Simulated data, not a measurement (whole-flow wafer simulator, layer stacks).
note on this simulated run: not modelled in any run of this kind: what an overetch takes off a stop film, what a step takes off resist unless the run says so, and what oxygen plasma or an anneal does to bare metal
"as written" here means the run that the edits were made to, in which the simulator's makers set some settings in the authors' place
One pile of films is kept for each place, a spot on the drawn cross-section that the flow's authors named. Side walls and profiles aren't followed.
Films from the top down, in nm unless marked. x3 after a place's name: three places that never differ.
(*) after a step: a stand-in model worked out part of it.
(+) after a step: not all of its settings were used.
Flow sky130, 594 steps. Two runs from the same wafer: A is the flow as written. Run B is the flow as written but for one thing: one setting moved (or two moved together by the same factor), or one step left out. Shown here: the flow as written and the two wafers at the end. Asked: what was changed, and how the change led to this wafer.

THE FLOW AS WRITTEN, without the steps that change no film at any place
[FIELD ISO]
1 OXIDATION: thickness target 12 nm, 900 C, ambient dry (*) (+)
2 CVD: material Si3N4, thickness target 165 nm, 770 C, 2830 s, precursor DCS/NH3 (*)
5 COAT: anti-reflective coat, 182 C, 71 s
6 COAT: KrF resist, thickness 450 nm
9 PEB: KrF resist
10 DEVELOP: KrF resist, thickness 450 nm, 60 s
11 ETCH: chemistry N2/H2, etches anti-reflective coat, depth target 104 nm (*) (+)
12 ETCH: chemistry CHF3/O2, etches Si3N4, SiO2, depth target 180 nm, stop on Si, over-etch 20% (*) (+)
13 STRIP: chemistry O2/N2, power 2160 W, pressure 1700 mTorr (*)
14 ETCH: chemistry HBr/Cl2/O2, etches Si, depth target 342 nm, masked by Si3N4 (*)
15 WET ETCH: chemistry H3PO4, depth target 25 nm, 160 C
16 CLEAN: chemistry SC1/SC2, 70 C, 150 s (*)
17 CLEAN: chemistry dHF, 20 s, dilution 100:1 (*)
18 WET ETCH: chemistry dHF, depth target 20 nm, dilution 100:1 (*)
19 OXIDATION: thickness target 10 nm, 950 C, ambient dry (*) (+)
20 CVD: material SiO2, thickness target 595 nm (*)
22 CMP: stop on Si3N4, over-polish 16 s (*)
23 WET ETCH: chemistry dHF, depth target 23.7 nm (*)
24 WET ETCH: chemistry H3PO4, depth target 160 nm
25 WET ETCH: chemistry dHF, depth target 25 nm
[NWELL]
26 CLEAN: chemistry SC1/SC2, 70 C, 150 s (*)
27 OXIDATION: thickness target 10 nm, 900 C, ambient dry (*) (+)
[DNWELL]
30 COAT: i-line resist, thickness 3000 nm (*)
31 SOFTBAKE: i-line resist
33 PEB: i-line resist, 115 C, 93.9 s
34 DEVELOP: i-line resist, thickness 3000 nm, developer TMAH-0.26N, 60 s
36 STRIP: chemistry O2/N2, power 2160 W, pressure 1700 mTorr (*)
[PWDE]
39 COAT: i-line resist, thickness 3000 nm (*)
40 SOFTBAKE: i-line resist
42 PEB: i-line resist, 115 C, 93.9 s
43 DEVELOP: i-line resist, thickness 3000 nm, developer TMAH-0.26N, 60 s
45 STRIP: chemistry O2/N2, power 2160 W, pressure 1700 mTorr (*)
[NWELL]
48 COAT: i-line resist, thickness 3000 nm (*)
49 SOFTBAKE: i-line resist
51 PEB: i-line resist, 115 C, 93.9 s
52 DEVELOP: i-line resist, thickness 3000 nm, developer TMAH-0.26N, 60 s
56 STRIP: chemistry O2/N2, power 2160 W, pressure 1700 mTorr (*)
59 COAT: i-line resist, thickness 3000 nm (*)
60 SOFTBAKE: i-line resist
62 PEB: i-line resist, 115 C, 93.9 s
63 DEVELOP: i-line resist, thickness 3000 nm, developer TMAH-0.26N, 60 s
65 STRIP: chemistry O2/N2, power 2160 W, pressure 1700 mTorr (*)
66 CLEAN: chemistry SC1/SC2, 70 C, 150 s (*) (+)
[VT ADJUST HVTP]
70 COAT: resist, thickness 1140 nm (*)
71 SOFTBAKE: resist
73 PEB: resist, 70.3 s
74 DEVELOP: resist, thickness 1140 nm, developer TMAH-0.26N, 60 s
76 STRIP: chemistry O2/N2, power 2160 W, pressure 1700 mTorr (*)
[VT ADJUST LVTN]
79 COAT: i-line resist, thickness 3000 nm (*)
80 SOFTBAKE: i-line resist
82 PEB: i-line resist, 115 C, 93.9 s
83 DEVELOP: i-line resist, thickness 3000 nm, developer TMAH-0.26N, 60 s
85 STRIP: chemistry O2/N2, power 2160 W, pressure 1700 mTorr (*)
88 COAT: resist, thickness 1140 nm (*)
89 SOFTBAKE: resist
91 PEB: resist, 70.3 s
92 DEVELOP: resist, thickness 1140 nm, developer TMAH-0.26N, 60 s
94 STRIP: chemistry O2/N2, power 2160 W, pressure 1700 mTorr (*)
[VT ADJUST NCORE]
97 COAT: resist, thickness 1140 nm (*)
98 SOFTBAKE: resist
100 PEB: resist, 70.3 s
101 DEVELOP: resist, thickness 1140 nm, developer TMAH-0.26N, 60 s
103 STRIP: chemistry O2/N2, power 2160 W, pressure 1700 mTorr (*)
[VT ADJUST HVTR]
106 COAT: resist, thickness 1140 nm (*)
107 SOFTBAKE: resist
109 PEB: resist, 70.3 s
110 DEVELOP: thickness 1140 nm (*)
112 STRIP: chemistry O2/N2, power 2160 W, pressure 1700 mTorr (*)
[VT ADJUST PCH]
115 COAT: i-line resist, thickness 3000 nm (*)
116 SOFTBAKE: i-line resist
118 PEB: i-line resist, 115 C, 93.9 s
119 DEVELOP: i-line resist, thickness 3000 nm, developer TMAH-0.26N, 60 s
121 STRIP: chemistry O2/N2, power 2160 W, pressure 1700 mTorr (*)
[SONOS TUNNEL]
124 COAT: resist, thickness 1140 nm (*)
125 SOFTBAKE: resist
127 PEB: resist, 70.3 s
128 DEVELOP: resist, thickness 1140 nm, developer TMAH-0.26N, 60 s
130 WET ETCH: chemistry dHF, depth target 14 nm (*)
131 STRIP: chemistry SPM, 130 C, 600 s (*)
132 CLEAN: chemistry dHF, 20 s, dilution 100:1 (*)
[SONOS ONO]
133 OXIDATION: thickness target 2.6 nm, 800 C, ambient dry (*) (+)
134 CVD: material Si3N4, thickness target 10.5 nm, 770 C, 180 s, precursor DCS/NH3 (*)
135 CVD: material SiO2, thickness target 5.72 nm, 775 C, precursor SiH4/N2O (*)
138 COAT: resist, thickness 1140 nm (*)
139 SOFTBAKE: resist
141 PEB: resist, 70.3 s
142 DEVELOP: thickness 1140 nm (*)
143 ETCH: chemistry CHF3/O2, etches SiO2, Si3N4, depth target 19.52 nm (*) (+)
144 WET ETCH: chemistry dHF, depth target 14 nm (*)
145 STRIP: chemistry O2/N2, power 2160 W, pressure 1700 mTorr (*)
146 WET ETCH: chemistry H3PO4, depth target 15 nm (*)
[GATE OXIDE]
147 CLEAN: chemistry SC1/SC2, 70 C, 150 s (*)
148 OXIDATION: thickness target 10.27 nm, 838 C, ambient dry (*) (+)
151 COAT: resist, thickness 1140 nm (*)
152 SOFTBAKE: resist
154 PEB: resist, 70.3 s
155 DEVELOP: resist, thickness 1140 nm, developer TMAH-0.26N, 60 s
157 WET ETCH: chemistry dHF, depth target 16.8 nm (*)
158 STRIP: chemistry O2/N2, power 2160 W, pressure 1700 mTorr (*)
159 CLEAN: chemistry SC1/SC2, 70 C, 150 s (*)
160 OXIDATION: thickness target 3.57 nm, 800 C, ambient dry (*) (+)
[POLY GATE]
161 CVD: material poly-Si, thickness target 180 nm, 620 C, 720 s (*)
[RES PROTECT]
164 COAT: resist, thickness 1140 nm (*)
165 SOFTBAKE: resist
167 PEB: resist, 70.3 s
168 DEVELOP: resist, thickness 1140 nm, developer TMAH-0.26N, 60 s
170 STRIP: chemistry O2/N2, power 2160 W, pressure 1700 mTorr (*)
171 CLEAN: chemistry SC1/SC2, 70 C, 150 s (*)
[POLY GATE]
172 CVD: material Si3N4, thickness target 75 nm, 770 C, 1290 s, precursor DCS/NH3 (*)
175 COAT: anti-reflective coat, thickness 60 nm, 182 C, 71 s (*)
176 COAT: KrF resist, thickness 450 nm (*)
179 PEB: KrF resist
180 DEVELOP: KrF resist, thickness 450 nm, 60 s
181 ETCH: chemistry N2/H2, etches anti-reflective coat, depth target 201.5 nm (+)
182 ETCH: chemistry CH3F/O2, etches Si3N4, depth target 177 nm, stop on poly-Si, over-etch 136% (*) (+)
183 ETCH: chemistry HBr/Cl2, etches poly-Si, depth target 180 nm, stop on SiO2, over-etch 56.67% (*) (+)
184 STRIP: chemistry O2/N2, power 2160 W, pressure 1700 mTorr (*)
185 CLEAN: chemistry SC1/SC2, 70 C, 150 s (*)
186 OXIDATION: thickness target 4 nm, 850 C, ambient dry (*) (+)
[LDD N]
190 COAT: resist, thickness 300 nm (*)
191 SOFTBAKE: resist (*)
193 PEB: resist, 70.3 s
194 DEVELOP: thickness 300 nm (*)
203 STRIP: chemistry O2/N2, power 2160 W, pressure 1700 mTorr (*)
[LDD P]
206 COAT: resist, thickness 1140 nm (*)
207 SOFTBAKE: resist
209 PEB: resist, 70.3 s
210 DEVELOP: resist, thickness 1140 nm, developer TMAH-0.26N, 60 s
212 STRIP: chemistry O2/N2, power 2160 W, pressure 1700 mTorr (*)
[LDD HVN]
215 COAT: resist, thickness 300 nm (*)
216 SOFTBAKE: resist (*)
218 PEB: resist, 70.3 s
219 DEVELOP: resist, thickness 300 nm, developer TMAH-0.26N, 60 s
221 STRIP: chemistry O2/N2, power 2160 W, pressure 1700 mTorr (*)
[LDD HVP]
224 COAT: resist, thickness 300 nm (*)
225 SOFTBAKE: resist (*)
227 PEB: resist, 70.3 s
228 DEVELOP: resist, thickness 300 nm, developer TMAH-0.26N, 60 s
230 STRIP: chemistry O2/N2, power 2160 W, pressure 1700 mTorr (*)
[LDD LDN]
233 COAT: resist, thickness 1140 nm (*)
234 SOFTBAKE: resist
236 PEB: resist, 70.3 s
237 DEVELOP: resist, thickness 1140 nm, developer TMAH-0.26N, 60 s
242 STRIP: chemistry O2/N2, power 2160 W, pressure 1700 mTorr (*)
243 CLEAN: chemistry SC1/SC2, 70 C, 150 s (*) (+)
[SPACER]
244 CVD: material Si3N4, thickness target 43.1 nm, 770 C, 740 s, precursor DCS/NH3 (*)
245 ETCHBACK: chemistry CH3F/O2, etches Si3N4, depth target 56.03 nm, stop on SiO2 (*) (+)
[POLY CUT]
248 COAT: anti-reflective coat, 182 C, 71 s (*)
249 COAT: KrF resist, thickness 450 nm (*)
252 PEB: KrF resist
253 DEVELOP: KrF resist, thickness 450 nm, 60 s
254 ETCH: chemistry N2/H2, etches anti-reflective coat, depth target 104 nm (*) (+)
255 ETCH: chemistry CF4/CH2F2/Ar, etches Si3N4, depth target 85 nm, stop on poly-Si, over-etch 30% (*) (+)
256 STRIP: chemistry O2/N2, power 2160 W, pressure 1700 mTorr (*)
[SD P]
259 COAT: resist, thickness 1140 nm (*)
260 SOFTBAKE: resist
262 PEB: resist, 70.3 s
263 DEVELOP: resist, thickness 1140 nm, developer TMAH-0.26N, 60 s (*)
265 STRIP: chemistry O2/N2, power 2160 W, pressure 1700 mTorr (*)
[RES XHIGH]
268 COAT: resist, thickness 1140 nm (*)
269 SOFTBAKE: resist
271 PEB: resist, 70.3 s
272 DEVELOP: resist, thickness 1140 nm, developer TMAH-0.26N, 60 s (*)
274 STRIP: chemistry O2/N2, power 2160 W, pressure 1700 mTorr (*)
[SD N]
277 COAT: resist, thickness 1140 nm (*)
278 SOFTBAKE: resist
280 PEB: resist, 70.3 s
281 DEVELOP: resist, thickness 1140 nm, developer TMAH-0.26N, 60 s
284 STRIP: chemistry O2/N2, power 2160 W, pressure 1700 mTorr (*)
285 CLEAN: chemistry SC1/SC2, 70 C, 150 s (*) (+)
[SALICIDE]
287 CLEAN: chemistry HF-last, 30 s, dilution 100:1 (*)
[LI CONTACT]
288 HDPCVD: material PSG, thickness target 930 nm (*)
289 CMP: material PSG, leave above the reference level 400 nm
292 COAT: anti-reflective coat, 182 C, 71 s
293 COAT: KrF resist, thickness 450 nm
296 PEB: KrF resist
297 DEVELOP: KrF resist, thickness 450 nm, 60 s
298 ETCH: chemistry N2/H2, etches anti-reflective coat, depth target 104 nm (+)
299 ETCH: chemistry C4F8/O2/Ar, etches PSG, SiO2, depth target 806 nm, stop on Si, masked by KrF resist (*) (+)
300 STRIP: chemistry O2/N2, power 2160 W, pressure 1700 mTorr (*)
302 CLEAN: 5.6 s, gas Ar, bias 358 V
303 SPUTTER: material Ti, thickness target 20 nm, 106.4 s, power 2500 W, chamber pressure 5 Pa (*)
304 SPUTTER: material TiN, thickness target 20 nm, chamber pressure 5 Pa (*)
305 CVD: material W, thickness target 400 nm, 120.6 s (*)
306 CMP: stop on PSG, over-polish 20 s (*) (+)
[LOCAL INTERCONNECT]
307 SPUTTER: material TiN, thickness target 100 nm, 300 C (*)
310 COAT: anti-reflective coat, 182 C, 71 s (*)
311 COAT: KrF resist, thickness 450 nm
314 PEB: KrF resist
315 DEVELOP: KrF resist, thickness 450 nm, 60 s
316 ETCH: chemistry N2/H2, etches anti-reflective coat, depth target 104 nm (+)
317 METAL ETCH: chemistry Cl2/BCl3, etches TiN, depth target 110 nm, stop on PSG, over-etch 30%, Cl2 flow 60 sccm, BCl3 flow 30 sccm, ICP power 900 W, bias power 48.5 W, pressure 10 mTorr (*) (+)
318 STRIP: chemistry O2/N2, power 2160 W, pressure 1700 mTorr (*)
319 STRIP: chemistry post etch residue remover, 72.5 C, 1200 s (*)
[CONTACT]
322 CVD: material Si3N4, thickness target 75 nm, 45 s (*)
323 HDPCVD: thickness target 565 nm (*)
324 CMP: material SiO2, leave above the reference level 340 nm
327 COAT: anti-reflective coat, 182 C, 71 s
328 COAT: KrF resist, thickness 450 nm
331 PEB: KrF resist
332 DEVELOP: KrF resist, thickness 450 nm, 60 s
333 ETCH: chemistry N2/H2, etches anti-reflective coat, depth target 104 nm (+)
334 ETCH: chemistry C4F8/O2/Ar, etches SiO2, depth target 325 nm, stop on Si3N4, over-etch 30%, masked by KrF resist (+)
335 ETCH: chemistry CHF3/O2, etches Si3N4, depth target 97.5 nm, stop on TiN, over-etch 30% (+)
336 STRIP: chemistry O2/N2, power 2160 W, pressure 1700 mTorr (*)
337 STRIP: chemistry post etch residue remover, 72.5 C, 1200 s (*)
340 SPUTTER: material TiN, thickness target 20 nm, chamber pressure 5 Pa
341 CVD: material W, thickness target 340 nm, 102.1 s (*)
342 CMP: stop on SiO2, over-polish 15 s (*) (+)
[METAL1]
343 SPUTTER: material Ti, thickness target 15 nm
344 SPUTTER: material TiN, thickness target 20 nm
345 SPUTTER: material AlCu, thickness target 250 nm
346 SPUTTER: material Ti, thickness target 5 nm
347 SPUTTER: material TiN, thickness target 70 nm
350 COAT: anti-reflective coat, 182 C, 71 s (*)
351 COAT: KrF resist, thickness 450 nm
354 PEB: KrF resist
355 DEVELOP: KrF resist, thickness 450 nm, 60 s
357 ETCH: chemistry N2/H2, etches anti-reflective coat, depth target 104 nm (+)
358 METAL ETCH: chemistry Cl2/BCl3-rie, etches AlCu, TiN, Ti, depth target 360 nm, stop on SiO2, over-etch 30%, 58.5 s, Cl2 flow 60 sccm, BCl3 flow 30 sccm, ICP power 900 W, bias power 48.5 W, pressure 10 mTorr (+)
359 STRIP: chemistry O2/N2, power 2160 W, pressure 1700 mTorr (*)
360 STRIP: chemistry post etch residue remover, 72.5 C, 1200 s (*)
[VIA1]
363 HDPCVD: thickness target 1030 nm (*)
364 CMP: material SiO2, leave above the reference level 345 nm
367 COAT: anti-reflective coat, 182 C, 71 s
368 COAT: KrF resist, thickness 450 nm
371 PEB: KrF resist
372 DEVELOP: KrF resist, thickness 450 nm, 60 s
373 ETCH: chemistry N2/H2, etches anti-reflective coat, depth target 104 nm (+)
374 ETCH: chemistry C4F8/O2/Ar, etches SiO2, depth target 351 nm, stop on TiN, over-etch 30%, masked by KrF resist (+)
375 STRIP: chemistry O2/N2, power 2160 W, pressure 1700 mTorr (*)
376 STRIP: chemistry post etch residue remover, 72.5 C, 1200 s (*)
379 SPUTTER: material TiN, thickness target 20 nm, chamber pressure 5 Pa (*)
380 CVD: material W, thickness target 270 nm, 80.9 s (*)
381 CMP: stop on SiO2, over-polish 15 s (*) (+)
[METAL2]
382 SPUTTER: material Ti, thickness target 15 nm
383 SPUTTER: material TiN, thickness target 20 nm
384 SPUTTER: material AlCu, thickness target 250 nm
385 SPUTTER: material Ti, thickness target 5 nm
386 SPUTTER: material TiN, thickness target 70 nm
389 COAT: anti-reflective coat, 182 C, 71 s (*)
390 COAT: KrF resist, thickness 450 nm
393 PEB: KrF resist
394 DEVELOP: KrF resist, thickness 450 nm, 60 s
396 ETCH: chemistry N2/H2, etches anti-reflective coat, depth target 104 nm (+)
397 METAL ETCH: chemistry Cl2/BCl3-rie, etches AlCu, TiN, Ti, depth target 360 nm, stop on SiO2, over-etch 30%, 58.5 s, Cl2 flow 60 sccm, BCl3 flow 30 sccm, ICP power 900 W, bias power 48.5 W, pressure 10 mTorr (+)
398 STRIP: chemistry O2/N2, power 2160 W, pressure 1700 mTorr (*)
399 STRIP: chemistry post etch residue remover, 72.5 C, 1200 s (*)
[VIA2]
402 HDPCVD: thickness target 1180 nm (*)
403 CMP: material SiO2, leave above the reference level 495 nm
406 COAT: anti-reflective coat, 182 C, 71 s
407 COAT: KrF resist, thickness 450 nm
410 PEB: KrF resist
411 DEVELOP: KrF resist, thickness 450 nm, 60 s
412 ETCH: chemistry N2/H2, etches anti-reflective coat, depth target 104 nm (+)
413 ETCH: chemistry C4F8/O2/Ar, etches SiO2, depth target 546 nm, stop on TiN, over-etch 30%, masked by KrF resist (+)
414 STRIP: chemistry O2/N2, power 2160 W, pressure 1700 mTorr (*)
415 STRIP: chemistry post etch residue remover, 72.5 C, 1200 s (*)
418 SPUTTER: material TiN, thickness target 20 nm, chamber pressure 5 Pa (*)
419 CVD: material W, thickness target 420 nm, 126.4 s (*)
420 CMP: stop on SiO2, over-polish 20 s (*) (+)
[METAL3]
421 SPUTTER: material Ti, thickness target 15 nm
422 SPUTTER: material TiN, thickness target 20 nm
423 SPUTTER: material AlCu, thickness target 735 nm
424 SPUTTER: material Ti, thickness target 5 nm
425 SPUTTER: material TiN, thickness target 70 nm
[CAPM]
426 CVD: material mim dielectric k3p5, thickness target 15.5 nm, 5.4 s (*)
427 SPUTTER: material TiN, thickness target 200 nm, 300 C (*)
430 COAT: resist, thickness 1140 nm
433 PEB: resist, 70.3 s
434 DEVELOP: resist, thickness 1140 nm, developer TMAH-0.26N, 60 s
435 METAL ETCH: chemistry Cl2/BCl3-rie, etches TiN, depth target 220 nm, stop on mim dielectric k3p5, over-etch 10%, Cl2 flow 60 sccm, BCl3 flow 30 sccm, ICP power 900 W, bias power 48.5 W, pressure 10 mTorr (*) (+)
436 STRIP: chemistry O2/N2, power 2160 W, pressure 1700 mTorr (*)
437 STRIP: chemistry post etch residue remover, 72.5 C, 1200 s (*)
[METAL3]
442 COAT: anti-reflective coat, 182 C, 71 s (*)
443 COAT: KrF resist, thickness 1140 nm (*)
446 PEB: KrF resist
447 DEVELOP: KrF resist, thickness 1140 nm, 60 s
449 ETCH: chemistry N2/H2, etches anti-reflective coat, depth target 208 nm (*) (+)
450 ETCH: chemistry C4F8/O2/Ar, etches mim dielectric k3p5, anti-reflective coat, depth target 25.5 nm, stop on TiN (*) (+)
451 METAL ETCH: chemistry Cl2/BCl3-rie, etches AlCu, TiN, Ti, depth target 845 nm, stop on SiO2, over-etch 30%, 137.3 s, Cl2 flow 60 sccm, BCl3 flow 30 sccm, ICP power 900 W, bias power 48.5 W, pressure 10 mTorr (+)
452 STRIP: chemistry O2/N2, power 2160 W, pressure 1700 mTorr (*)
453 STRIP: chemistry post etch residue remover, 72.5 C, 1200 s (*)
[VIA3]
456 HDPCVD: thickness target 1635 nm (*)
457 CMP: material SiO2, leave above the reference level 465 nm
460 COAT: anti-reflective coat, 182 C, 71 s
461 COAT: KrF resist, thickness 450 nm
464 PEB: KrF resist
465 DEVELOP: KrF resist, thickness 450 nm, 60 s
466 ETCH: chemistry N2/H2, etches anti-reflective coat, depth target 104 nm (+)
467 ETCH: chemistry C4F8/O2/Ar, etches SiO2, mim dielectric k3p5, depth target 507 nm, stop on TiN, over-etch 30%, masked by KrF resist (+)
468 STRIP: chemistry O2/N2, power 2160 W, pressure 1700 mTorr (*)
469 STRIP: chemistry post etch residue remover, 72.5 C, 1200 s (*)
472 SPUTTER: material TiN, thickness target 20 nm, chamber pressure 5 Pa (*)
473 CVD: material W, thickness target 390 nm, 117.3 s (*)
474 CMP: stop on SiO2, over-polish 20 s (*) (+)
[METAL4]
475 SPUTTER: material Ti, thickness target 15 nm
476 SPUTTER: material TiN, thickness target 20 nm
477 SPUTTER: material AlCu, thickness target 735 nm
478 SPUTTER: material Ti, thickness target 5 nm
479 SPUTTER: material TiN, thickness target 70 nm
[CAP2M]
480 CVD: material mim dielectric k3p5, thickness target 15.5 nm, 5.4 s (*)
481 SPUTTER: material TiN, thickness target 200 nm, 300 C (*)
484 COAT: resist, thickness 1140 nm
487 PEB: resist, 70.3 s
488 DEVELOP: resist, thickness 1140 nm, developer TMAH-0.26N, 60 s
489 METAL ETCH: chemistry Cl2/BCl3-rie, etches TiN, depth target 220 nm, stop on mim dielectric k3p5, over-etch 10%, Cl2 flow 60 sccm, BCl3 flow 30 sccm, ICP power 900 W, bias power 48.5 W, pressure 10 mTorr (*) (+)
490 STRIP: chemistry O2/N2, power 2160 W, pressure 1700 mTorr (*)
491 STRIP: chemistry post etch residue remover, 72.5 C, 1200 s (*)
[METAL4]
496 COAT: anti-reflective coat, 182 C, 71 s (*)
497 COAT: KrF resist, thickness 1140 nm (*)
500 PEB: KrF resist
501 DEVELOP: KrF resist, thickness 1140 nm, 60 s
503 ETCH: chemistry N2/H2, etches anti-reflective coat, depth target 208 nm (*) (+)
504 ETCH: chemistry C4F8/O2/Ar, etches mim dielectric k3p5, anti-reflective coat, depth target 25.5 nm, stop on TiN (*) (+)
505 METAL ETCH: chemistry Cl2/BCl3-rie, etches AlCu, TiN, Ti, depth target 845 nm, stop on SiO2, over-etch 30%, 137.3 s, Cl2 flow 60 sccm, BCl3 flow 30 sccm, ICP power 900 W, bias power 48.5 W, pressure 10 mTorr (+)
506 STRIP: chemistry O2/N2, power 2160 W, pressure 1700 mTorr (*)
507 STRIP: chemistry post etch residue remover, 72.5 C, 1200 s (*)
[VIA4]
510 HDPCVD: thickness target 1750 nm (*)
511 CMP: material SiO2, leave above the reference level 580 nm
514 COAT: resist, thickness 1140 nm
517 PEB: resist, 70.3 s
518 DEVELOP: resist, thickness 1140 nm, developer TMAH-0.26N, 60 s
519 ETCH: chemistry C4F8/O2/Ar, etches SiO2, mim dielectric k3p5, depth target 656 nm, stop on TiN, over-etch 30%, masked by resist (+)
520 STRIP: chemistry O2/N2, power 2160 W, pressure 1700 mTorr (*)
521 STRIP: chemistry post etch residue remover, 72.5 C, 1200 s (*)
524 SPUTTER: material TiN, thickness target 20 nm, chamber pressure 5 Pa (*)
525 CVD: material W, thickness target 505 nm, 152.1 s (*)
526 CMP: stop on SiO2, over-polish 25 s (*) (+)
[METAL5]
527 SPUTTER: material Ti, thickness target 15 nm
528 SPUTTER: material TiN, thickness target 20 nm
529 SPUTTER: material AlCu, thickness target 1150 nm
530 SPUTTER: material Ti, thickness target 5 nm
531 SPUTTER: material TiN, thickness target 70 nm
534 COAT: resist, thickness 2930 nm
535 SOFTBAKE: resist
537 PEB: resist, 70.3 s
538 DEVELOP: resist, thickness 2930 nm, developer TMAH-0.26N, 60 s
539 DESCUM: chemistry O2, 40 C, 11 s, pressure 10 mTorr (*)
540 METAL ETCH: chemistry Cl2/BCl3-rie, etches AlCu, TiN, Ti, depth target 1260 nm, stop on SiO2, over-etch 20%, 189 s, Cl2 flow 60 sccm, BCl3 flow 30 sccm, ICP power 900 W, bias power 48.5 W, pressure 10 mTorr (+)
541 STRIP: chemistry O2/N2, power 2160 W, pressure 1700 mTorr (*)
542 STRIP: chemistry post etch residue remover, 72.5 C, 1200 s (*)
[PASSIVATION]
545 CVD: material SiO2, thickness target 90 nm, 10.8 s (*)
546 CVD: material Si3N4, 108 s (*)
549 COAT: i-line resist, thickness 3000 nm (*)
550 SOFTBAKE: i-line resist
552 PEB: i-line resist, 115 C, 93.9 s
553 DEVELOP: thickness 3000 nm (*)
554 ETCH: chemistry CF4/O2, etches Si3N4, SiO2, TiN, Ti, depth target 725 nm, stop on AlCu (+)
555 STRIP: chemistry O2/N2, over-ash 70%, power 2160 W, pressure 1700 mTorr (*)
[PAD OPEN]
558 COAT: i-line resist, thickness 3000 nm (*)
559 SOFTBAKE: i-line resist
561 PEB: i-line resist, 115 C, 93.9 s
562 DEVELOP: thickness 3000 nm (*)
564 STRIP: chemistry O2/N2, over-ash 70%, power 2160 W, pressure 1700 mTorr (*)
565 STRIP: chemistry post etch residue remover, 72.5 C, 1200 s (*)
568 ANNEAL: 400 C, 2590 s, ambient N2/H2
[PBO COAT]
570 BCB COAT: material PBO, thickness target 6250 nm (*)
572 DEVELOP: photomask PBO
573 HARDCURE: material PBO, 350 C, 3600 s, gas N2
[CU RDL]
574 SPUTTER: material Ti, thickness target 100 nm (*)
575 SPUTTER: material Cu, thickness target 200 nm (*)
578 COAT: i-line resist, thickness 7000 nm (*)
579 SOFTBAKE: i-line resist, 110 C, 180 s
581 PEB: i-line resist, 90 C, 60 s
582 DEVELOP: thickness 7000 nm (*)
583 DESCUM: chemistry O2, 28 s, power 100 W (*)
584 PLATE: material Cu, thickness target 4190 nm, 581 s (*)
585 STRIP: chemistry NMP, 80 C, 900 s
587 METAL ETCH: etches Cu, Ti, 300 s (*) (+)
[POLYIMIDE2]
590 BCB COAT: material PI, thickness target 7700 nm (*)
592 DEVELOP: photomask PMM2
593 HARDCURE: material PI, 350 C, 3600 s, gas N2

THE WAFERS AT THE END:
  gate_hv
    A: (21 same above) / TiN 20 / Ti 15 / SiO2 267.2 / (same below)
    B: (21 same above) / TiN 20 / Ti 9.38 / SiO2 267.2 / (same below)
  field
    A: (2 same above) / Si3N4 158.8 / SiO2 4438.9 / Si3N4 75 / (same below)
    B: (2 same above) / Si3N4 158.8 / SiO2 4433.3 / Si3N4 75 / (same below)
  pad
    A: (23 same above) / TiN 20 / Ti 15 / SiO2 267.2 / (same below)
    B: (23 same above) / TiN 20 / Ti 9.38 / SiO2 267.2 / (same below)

The cause: step 382, SPUTTER: thickness target 9.38 nm was run, where the flow has thickness target 15 nm.
It can be read off the wafer: gate_hv has Ti 9.38, and step 382 as written asks for 15 nm.

How the change led to this, step by step:
  382 SPUTTER: material Ti, thickness target 15 nm
      field, active, n_well and 188 more: A Ti +15 (new film) | B Ti +9.38 (new film)
  397 METAL ETCH: chemistry Cl2/BCl3-rie, etches AlCu, TiN, Ti, depth target 360 nm, stop on SiO2, over-etch 30%, 58.5 s, Cl2 flow 60 sccm, BCl3 flow 30 sccm, ICP power 900 W, bias power 48.5 W, pressure 10 mTorr (+)
      field, active, gate and 82 more: A TiN -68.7 (all of it), Ti -5 (all of it), AlCu -250 (all of it), TiN -20 (all of it), Ti -15 (all of it), SiO2 -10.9 | B TiN -68.7 (all of it), Ti -5 (all of it), AlCu -250 (all of it), TiN -20 (all of it), Ti -9.38 (all of it), SiO2 -11.5
